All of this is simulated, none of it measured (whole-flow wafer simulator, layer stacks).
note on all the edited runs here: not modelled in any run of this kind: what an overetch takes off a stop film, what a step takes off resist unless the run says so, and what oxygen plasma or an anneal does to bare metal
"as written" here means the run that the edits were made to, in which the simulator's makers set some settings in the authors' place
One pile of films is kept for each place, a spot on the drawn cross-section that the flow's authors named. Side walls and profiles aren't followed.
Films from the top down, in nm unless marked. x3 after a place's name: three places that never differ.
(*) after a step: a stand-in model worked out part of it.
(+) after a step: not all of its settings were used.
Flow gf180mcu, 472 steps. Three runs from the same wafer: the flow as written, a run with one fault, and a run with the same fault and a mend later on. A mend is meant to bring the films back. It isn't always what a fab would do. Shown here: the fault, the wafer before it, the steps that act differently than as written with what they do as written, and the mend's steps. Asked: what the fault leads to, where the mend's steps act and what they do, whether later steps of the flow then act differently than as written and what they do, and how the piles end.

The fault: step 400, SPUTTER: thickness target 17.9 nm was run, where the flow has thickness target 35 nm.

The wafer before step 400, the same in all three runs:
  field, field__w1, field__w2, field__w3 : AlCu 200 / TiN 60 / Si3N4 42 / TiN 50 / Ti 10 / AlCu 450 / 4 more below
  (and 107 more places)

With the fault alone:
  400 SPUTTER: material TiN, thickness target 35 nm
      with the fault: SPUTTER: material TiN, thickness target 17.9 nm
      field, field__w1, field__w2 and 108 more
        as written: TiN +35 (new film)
        with the fault: TiN +17.9 (new film)
  Later steps of the flow that act differently than as written (7 more steps differ only slightly, by at most 2% or 0.5 nm, whichever is larger, and aren't shown):
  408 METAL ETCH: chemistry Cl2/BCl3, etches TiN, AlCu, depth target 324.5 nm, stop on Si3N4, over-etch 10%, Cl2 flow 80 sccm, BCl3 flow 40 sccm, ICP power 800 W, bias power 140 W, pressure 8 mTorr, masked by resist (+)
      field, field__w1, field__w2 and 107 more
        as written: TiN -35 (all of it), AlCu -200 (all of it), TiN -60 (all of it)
        with the fault: TiN -17.9 (all of it), AlCu -200 (all of it), TiN -60 (all of it)
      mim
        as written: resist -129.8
        with the fault: resist -122.3
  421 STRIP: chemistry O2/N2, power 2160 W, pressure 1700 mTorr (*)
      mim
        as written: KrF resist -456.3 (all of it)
        with the fault: KrF resist -469.1 (all of it)
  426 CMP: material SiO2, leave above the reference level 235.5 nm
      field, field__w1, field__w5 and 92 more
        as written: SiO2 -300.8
        with the fault: SiO2 -317.9
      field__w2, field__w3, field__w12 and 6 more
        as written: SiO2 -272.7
        with the fault: SiO2 -289.8
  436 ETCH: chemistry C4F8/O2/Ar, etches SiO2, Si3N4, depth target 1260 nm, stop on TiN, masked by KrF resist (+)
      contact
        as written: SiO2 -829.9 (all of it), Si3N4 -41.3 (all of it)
        with the fault: SiO2 -812.8 (all of it), Si3N4 -41.3 (all of it)
  At the end the piles differ from the flow's by more than 2% or 0.5 nm, whichever is larger, at field__w8, contact, m1, m1__w1, mim, m1_nw.
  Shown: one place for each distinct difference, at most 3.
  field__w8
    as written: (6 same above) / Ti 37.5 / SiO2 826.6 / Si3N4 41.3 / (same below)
    with the fault: (6 same above) / Ti 37.5 / SiO2 809.5 / Si3N4 41.3 / (same below)
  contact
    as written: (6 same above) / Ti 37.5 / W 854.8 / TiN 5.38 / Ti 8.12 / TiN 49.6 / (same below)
    with the fault: (6 same above) / Ti 37.5 / W 837.6 / TiN 5.43 / Ti 8.2 / TiN 49.6 / (same below)
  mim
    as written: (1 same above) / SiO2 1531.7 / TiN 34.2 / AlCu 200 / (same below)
    with the fault: (1 same above) / SiO2 1531.7 / TiN 17.1 / AlCu 200 / (same below)

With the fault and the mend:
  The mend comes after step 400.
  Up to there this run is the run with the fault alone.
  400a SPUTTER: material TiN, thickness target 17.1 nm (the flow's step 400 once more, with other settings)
      field, field__w1, field__w2 and 108 more
        TiN +17.1
  No later step of the flow acts differently than as written at any place that is followed.
  At the end the piles are the same as the flow's at every place that both follow.
